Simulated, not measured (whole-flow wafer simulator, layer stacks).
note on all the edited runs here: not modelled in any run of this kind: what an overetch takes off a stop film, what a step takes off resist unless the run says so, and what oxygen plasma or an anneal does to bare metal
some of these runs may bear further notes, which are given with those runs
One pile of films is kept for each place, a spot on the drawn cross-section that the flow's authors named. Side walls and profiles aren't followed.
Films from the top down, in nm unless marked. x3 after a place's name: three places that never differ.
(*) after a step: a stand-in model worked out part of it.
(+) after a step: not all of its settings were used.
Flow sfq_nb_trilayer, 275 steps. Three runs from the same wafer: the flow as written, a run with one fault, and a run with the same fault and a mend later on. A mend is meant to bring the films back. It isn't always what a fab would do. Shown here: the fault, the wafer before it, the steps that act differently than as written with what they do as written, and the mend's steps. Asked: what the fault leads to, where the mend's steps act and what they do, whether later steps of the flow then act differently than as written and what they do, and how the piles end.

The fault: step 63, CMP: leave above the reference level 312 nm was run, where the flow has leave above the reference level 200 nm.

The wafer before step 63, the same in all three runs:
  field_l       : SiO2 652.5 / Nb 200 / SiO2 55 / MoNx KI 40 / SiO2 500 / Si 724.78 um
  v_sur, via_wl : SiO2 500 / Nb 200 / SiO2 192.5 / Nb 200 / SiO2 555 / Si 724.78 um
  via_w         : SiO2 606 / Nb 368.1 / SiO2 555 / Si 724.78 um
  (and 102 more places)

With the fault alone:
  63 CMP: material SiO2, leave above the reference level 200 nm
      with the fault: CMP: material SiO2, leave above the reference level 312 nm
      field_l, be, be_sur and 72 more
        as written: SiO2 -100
        with the fault: nothing
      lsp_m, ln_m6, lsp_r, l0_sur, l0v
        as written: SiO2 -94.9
        with the fault: nothing
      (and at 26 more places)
  Later steps of the flow that act differently than as written (6 more steps differ only slightly, by at most 2% or 0.5 nm, whichever is larger, and aren't shown):
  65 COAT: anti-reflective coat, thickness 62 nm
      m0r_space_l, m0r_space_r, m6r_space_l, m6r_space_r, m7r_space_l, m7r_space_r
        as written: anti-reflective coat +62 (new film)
        with the fault: anti-reflective coat +63.7 (new film)
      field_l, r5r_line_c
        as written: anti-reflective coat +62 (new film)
        with the fault: anti-reflective coat +63.9 (new film)
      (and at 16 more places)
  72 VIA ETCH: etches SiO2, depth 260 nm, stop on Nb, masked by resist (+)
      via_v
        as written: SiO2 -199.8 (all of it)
        with the fault: SiO2 -260
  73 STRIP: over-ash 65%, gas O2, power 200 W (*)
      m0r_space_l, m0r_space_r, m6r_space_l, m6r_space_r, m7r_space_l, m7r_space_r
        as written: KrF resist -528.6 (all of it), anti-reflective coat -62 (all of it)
        with the fault: KrF resist -530.6 (all of it), anti-reflective coat -63.7 (all of it)
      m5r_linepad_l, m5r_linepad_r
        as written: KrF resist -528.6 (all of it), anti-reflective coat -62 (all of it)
        with the fault: KrF resist -526.9 (all of it), anti-reflective coat -67.5 (all of it)
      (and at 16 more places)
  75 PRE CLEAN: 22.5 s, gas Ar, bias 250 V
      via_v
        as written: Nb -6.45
        with the fault: SiO2 -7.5
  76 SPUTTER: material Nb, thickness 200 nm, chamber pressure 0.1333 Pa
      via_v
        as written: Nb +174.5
        with the fault: Nb +163.1 (new film)
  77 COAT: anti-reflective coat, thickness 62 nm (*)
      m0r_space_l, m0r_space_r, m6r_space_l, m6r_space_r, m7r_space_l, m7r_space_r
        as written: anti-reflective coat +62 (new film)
        with the fault: anti-reflective coat +63.5 (new film)
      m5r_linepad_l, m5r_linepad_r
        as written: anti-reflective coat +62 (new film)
        with the fault: anti-reflective coat +66.6 (new film)
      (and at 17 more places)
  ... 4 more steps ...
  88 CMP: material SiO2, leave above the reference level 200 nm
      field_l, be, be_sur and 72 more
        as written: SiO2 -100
        with the fault: SiO2 -88
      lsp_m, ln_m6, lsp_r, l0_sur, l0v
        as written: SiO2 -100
        with the fault: SiO2 -82.9
  At the end the piles differ from the flow's by more than 2% or 0.5 nm, whichever is larger, at field_l, v_sur, via_wl and 103 more.
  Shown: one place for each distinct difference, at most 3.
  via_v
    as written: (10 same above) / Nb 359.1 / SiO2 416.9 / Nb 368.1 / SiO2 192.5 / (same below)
    with the fault: (10 same above) / Nb 359.1 / SiO2 489.6 / Nb 163.1 / SiO2 44.3 / Nb 200 / SiO2 192.5 / (same below)
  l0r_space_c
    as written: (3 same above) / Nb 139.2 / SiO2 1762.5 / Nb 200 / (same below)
    with the fault: (3 same above) / Nb 139.2 / SiO2 1874.5 / Nb 200 / (same below)
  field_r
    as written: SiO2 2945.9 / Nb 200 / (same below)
    with the fault: SiO2 3057.9 / Nb 200 / (same below)

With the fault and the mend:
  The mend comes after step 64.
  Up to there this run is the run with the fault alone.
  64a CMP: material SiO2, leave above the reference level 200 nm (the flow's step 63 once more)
      field_l, be, be_sur and 72 more
        SiO2 -100
      v_sur, via_wl, via_w and 23 more
        SiO2 -112
      lsp_m, ln_m6, lsp_r, l0_sur, l0v
        SiO2 -94.9
  No later step of the flow acts differently than as written at any place that is followed.
  At the end the piles are the same as the flow's at every place that both follow.
